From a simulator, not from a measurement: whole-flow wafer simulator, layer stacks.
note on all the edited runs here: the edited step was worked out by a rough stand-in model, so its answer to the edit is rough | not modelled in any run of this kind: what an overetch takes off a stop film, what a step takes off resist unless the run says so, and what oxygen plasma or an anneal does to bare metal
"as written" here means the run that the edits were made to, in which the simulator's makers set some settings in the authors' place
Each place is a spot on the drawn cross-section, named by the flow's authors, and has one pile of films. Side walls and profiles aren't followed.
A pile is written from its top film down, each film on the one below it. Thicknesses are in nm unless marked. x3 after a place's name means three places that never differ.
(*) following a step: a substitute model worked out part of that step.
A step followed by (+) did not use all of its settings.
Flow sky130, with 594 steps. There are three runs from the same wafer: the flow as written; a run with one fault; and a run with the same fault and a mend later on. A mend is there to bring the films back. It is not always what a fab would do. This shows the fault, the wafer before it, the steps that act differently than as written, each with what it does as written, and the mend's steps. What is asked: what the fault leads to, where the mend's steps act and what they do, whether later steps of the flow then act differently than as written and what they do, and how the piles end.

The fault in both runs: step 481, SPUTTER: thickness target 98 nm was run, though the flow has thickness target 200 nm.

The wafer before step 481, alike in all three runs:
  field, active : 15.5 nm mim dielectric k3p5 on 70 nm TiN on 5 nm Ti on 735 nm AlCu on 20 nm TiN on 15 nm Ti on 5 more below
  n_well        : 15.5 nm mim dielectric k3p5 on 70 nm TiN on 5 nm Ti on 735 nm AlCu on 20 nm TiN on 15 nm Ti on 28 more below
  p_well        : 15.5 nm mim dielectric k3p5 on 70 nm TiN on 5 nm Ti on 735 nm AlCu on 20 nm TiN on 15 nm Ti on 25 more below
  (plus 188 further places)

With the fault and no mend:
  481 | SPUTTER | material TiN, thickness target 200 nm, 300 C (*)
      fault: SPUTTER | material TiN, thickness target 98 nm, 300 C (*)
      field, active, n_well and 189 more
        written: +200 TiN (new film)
        fault: +98 TiN (new film)
  Steps further on in the flow that do not act as written (4 more steps, not shown, differ only slightly: by at most 2% or 0.5 nm, whichever is larger):
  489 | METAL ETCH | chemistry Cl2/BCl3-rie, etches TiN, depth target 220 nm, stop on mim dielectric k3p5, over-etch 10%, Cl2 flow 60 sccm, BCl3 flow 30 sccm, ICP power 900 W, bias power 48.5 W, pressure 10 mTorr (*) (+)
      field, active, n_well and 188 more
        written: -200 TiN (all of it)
        fault: -98 TiN (all of it)
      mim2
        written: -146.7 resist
        fault: -71.9 resist
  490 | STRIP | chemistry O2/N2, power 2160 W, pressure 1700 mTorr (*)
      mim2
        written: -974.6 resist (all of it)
        fault: -1049.4 resist (all of it)
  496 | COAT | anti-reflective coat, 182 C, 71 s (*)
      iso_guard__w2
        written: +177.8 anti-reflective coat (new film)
        fault: +114.4 anti-reflective coat (new film)
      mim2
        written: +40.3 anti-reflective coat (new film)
        fault: +32.4 anti-reflective coat (new film)
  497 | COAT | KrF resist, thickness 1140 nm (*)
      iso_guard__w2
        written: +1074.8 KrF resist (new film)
        fault: +1117.6 KrF resist (new film)
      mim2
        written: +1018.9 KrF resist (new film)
        fault: +1103.8 KrF resist (new film)
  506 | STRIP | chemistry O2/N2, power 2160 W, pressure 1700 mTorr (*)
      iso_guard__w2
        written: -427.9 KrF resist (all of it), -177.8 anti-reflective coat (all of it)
        fault: -470.6 KrF resist (all of it), -114.4 anti-reflective coat (all of it)
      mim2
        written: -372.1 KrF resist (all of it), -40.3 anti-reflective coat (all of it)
        fault: -456.8 KrF resist (all of it), -32.4 anti-reflective coat (all of it)
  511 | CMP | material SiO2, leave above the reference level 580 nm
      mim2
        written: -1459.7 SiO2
        fault: -1357.7 SiO2
  The piles end different from the flow's at mim2 by more than 2% or 0.5 nm, whichever is larger.
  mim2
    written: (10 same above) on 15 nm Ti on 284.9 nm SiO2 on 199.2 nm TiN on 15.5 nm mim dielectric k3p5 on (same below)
    fault: (10 same above) on 15 nm Ti on 386.9 nm SiO2 on 97.2 nm TiN on 15.5 nm mim dielectric k3p5 on (same below)

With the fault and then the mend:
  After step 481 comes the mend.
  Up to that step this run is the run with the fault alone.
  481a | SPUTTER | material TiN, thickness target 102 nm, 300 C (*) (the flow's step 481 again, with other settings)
      field, active, n_well and 189 more
        +102 TiN
  Every later step of the flow that is run acts as written at every place that is followed.
  The piles end the same as the flow's at every place that both follow.
